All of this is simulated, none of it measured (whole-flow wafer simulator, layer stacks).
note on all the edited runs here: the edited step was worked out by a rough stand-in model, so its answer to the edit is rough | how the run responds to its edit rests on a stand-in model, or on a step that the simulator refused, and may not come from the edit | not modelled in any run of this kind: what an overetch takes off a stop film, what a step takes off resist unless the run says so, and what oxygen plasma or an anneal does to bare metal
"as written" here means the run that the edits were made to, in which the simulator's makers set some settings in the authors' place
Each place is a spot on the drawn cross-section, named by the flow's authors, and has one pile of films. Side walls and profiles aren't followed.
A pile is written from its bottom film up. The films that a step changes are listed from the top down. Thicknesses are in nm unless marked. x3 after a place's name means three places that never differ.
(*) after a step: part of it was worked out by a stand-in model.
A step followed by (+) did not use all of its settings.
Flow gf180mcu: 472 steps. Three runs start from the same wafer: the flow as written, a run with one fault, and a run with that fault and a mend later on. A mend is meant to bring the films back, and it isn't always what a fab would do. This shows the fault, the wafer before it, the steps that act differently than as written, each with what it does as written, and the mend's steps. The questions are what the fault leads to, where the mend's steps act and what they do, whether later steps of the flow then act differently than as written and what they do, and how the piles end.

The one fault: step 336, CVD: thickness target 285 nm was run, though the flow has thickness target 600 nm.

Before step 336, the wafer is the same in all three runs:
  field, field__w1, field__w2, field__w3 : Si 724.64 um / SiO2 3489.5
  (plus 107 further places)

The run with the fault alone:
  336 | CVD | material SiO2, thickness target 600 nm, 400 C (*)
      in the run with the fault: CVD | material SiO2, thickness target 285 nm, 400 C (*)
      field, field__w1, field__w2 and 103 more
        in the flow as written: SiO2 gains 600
        in the run with the fault: SiO2 gains 285
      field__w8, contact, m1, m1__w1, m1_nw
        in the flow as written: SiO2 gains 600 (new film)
        in the run with the fault: SiO2 gains 285 (new film)
  Steps further on in the flow that do not act as written (14 more steps, not shown, differ only slightly: by at most 2% or 0.5 nm, whichever is larger):
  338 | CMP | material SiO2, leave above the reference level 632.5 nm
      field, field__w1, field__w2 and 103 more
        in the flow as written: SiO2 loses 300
        in the run with the fault: nothing
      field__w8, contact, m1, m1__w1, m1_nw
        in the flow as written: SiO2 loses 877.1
        in the run with the fault: SiO2 loses 562.1
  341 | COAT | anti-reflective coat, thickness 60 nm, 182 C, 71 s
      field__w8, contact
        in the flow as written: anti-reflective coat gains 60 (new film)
        in the run with the fault: anti-reflective coat gains 51.2 (new film)
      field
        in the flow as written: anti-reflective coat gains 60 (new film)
        in the run with the fault: anti-reflective coat gains 65.8 (new film)
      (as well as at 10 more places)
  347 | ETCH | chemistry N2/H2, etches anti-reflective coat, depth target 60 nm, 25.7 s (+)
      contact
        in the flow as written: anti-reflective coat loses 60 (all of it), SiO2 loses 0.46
        in the run with the fault: anti-reflective coat loses 51.2 (all of it), SiO2 loses 0.69
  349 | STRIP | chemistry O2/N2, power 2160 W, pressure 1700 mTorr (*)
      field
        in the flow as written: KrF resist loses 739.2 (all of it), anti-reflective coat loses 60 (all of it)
        in the run with the fault: KrF resist loses 736.1 (all of it), anti-reflective coat loses 65.8 (all of it)
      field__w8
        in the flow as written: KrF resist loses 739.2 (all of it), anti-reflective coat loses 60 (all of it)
        in the run with the fault: KrF resist loses 737.8 (all of it), anti-reflective coat loses 51.2 (all of it)
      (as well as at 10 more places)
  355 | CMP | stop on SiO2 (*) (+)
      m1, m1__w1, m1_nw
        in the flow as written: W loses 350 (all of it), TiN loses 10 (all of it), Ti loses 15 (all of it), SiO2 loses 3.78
        in the run with the fault: W loses 350 (all of it), TiN loses 10 (all of it), Ti loses 15 (all of it), SiO2 loses 4.55
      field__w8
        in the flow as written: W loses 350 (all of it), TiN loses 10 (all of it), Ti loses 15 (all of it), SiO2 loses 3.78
        in the run with the fault: W loses 350 (all of it), TiN loses 10 (all of it), Ti loses 15 (all of it), SiO2 loses 4.56
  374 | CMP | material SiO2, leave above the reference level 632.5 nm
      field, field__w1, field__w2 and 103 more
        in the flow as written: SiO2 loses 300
        in the run with the fault: SiO2 loses 285.8
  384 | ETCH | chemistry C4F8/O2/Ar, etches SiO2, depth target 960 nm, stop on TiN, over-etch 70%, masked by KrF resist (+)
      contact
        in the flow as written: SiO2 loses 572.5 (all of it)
        in the run with the fault: SiO2 loses 586.7 (all of it)
  By the end, the piles at contact depart from the flow's by more than 2% or 0.5 nm, whichever is larger.
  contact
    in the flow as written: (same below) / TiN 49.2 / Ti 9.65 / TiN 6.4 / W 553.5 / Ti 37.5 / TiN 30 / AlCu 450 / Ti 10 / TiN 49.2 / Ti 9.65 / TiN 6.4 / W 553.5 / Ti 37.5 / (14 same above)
    in the run with the fault: (same below) / TiN 49.2 / Ti 9.74 / TiN 6.46 / W 538.4 / Ti 37.5 / TiN 30 / AlCu 450 / Ti 10 / TiN 49.2 / Ti 9.57 / TiN 6.35 / W 567.9 / Ti 37.5 / (14 same above)

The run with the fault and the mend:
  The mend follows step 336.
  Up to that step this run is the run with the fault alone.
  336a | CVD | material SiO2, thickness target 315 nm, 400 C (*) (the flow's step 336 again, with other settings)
      field, field__w1, field__w2 and 108 more
        SiO2 gains 315
  Later steps of the flow that are run all act as written at every place that is followed.
  At every place that both follow, the piles at the end match the flow's.
